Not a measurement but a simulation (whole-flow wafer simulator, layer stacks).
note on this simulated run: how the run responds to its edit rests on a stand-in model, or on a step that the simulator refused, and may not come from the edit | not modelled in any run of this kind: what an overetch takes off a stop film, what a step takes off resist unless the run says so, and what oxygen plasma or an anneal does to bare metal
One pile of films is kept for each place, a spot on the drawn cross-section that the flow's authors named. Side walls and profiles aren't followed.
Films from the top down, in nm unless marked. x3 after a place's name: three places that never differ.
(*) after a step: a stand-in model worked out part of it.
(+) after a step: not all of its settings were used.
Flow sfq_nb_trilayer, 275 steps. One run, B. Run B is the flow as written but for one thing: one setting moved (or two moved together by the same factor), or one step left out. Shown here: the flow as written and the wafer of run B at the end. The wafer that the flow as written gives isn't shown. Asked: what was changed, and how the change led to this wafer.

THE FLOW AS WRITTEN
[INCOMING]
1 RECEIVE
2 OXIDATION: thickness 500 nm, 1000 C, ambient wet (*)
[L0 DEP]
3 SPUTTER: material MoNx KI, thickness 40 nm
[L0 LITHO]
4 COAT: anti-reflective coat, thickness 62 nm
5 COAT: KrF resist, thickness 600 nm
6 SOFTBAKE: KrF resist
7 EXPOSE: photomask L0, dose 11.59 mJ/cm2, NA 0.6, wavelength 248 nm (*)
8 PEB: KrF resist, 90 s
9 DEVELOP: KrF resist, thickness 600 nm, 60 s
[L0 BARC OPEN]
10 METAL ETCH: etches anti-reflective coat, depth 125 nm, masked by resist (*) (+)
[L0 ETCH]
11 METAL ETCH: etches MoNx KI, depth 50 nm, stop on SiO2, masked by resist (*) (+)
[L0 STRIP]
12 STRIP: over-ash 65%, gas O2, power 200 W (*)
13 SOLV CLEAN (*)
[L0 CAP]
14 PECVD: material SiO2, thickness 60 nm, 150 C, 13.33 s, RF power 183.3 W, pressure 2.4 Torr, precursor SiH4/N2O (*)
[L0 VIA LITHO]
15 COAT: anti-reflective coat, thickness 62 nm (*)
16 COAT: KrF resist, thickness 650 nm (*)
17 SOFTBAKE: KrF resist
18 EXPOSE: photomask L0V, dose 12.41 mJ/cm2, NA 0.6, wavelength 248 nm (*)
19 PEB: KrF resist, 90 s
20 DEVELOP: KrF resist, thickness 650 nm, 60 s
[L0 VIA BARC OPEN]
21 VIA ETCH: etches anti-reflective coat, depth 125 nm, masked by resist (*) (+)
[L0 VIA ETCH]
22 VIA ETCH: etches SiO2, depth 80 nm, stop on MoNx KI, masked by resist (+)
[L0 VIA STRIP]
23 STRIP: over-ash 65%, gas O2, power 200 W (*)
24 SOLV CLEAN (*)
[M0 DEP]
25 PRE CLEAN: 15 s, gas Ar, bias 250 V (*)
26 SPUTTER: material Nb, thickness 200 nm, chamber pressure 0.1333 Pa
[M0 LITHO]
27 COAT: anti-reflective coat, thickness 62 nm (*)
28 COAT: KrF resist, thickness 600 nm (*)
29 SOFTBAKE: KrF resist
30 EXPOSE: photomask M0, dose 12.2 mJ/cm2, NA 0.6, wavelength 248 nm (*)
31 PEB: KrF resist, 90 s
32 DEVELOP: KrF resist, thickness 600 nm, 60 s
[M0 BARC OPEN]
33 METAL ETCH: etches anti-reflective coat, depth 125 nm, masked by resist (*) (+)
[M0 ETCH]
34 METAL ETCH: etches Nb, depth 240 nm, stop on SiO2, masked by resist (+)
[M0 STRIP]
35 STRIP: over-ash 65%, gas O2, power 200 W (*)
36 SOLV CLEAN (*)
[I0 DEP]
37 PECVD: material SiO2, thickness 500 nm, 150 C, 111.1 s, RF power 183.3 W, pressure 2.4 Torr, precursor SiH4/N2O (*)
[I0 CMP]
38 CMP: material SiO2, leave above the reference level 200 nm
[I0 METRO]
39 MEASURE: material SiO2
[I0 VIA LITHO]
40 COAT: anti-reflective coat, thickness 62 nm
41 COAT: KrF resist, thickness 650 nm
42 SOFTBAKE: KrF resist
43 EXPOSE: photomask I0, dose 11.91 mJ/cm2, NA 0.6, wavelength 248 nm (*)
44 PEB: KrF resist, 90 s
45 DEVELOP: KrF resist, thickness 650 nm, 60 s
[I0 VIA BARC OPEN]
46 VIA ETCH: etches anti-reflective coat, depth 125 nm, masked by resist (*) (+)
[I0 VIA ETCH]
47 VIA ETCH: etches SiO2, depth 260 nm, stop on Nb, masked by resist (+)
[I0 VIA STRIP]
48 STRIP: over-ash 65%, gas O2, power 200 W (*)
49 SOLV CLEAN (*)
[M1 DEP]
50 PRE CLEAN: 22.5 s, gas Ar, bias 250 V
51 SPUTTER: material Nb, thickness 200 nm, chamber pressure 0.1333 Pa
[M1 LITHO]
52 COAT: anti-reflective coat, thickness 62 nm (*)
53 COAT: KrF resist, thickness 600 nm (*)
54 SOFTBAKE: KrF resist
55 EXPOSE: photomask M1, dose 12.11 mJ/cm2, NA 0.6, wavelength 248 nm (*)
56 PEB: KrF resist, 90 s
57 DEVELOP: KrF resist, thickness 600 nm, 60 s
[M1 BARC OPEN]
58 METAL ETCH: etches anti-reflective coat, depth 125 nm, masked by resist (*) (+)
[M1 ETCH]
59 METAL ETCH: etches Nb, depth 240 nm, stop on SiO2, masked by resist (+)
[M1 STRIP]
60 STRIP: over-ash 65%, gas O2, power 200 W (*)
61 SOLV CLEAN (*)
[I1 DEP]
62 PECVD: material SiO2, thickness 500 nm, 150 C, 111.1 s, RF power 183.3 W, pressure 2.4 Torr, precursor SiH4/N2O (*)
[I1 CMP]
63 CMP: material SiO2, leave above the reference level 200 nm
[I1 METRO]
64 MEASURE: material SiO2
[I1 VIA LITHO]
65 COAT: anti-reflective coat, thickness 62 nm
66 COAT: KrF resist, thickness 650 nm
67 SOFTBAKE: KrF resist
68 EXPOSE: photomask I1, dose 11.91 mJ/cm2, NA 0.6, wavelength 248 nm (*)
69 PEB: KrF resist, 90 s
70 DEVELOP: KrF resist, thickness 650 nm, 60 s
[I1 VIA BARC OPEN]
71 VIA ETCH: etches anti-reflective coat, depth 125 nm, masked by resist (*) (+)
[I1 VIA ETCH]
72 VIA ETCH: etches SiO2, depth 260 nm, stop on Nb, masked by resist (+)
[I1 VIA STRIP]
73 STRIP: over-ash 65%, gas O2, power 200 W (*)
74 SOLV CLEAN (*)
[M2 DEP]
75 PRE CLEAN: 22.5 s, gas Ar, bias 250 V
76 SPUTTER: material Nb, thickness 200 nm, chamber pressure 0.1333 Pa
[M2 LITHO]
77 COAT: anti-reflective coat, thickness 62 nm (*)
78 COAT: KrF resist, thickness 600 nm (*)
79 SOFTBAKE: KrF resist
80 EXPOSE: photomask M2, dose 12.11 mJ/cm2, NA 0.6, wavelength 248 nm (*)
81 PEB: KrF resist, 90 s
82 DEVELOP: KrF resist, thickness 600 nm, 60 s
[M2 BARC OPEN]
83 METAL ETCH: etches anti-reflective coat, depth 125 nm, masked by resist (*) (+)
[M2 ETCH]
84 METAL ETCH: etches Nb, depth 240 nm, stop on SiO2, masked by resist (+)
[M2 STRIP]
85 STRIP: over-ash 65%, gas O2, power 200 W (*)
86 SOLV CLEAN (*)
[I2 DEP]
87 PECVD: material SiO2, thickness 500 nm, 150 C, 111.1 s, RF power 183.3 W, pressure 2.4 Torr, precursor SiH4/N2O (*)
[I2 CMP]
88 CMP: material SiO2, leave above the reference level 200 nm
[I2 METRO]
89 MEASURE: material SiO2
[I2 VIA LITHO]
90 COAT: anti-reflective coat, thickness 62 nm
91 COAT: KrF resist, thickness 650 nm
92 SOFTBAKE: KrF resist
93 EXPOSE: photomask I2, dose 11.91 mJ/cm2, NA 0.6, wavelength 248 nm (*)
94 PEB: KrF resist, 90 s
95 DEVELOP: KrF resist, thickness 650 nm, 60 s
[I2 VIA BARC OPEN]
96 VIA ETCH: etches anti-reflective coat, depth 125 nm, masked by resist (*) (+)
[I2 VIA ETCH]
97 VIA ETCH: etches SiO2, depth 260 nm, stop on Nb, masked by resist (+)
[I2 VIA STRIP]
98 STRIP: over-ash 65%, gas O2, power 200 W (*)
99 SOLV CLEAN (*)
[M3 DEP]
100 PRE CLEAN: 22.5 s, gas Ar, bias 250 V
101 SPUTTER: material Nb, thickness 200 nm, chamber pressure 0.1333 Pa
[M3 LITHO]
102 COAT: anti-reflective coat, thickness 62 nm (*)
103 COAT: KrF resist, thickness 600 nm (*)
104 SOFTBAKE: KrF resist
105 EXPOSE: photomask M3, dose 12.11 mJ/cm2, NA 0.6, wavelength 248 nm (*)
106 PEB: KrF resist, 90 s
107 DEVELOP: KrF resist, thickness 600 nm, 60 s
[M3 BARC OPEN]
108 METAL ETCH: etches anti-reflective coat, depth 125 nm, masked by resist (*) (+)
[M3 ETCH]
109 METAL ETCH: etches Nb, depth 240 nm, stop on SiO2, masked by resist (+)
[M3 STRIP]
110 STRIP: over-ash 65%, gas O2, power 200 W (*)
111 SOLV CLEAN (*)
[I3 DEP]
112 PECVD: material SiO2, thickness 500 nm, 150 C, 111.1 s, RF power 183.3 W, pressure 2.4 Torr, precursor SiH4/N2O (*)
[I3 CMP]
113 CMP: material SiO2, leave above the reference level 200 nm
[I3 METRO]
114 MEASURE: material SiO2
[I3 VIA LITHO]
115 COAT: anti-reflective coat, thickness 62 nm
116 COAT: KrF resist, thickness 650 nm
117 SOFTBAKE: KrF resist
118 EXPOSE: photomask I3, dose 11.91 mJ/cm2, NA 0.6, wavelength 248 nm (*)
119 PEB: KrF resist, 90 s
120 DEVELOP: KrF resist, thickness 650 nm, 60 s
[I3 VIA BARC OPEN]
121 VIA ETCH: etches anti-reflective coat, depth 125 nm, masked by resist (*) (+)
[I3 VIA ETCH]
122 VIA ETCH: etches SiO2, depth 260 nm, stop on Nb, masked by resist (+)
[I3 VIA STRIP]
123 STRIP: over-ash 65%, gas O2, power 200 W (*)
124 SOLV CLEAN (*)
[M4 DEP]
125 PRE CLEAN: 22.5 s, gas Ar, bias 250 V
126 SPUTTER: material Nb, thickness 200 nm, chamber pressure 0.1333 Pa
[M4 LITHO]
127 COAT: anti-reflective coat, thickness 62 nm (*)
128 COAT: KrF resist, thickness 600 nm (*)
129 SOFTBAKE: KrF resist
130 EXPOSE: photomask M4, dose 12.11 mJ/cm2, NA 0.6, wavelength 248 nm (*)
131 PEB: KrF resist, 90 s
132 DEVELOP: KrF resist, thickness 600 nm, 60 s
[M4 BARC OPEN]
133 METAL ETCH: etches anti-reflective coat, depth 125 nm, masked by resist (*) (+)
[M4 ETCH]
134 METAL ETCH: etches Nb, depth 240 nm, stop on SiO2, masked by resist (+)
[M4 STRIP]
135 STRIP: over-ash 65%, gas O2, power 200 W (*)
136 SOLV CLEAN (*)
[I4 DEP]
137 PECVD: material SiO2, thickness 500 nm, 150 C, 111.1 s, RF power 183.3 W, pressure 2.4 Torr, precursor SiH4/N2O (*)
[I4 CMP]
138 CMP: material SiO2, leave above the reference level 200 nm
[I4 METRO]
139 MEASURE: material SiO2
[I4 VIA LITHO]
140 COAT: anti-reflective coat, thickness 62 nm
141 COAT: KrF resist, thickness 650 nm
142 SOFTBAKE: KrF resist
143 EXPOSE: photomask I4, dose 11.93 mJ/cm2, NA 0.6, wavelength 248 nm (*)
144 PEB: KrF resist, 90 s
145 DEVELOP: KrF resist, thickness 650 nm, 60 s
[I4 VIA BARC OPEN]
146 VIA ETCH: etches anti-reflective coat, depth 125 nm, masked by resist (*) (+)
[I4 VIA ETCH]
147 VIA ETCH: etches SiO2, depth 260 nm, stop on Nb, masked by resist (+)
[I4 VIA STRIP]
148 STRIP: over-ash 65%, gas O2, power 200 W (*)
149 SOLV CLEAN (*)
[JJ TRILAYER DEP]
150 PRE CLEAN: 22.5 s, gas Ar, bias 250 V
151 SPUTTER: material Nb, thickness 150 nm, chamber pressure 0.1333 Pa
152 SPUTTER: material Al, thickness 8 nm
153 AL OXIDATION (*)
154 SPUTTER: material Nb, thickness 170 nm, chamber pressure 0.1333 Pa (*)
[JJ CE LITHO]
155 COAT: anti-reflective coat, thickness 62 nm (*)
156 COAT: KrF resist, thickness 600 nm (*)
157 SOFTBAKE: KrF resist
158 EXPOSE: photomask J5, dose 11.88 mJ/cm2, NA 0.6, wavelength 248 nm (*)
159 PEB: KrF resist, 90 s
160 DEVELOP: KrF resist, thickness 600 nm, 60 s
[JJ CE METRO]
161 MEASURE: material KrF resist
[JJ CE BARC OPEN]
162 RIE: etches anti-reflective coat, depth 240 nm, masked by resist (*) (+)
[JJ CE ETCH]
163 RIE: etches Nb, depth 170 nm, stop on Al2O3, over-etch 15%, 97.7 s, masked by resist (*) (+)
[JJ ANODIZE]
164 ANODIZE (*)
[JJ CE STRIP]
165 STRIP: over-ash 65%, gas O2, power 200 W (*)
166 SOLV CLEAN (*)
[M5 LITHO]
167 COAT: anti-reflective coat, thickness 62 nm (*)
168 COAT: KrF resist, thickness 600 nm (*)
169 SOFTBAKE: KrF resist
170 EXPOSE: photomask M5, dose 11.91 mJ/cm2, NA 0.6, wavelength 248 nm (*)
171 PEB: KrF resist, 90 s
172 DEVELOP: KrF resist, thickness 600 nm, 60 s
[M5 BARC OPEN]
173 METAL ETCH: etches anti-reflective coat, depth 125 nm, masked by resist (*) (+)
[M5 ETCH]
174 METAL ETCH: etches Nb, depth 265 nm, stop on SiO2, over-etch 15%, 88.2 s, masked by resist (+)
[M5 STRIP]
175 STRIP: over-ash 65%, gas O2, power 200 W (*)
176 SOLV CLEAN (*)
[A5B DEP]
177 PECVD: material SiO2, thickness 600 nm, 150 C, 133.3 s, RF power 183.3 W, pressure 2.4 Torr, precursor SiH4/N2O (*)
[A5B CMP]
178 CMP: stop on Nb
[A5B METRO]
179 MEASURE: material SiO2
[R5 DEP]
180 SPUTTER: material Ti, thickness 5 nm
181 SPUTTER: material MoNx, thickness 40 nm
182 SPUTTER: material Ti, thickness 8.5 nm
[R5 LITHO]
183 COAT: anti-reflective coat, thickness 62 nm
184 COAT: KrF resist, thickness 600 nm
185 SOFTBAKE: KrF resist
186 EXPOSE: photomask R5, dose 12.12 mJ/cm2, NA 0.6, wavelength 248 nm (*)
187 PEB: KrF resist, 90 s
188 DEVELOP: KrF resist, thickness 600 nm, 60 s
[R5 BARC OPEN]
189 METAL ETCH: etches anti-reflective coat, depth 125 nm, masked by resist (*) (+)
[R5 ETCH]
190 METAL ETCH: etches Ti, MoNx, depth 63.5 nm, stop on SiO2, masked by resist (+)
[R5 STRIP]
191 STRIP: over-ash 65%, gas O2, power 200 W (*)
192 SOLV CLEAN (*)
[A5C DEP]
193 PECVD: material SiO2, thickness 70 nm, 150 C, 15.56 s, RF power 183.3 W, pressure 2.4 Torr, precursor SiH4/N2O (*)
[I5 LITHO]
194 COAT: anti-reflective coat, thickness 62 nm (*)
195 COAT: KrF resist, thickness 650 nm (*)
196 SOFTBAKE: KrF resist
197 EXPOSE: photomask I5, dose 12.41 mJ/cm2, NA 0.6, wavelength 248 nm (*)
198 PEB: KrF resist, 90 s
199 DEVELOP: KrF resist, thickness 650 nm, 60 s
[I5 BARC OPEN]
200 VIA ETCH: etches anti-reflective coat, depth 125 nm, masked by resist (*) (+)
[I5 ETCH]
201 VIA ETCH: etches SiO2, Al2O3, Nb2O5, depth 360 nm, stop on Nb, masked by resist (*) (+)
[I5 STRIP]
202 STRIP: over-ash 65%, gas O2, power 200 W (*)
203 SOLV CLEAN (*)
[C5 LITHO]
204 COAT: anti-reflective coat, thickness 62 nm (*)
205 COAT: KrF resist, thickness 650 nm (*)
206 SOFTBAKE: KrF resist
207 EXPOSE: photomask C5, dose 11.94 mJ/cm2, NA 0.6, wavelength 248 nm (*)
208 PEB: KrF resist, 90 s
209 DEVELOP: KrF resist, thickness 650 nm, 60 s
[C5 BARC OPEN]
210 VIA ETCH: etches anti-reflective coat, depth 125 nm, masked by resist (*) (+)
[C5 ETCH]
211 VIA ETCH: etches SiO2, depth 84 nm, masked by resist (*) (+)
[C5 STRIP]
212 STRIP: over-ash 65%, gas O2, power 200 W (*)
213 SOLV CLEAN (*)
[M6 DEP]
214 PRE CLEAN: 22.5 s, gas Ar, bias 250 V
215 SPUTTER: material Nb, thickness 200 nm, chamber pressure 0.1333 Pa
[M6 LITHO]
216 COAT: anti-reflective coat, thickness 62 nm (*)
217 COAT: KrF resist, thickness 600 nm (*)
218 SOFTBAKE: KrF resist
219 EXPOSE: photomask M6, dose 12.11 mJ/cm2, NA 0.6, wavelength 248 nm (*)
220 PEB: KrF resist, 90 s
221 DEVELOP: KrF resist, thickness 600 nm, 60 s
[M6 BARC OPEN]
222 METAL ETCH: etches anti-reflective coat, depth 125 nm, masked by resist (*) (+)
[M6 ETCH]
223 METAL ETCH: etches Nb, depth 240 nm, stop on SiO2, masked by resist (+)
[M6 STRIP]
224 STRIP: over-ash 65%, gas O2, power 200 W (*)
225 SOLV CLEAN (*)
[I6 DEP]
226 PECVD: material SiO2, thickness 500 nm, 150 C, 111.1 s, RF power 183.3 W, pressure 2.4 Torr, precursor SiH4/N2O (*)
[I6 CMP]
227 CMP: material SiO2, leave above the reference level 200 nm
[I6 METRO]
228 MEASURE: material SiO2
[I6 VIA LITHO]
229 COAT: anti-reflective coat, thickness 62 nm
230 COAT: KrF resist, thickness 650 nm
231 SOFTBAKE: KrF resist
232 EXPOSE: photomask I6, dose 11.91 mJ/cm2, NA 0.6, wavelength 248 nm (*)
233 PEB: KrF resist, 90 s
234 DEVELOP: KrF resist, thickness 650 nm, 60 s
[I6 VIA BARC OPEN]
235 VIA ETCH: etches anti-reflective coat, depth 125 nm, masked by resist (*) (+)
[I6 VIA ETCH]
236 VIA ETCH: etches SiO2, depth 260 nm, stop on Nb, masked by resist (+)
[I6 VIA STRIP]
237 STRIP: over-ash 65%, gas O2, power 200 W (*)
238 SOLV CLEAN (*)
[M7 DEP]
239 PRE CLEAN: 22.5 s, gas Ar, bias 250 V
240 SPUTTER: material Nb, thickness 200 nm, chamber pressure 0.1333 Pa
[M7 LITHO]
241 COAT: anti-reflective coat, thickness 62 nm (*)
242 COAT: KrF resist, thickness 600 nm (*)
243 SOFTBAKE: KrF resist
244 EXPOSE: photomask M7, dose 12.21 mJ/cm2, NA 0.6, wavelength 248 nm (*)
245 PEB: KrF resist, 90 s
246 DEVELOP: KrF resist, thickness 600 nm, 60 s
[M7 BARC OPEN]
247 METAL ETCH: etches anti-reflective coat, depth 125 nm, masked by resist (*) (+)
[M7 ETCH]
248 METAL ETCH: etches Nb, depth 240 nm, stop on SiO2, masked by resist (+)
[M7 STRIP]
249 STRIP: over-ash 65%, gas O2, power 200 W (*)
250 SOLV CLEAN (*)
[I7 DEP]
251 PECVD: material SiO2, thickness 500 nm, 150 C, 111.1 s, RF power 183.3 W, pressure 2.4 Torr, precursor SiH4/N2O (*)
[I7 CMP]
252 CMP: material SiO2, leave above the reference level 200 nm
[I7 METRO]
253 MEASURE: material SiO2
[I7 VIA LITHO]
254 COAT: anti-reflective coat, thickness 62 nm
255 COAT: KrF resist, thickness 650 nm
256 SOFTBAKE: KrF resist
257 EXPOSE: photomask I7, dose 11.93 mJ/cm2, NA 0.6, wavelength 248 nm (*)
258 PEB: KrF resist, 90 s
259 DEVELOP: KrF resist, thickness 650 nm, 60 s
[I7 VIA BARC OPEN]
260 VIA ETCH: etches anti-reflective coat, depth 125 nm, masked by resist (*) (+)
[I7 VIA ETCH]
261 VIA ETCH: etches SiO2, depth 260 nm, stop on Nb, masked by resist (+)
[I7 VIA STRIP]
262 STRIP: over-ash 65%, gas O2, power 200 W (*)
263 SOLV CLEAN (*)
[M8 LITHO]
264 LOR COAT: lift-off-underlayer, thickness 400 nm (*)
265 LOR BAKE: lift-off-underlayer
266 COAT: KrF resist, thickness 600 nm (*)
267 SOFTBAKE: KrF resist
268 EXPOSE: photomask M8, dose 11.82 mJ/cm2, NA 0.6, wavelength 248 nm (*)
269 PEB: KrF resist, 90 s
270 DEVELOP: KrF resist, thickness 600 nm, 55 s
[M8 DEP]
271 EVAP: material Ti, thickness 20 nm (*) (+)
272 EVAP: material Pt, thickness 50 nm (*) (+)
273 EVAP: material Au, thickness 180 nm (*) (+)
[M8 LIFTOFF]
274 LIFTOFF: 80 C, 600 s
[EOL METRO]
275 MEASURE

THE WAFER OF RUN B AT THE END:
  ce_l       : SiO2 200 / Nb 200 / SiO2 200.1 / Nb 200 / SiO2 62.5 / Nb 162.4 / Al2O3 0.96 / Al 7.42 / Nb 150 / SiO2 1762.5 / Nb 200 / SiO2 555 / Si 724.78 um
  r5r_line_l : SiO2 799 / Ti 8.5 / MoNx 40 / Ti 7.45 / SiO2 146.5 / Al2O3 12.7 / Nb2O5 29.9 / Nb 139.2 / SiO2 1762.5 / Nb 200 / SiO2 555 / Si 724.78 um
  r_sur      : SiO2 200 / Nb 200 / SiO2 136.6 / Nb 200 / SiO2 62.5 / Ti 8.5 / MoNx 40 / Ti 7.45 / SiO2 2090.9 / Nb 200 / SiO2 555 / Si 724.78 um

The cause: step 180, SPUTTER: thickness 7.45 nm was run, where the flow has thickness 5 nm.
It can be read off the wafer: r5r_line_l has Ti 7.45, and step 180 as written asks for 5 nm.

How the change led to this, step by step:
  180 SPUTTER: material Ti, thickness 5 nm
      field_l, v_sur, via_wl and 103 more: Ti +7.45 (new film) (as written it would be: Ti +5 (new film))
  190 METAL ETCH: etches Ti, MoNx, depth 63.5 nm, stop on SiO2, masked by resist (+)
      field_l, v_sur, via_wl and 92 more: Ti -8.5 (all of it), MoNx -40 (all of it), Ti -7.45 (all of it) (as written it would be: Ti -8.5 (all of it), MoNx -40 (all of it), Ti -5 (all of it))
      ce_l, c5j, ce_r, wl_jj: Ti -8.5 (all of it), MoNx -40 (all of it), Ti -7.45 (all of it), Nb -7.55 (as written it would be: Ti -8.5 (all of it), MoNx -40 (all of it), Ti -5 (all of it), Nb -10)
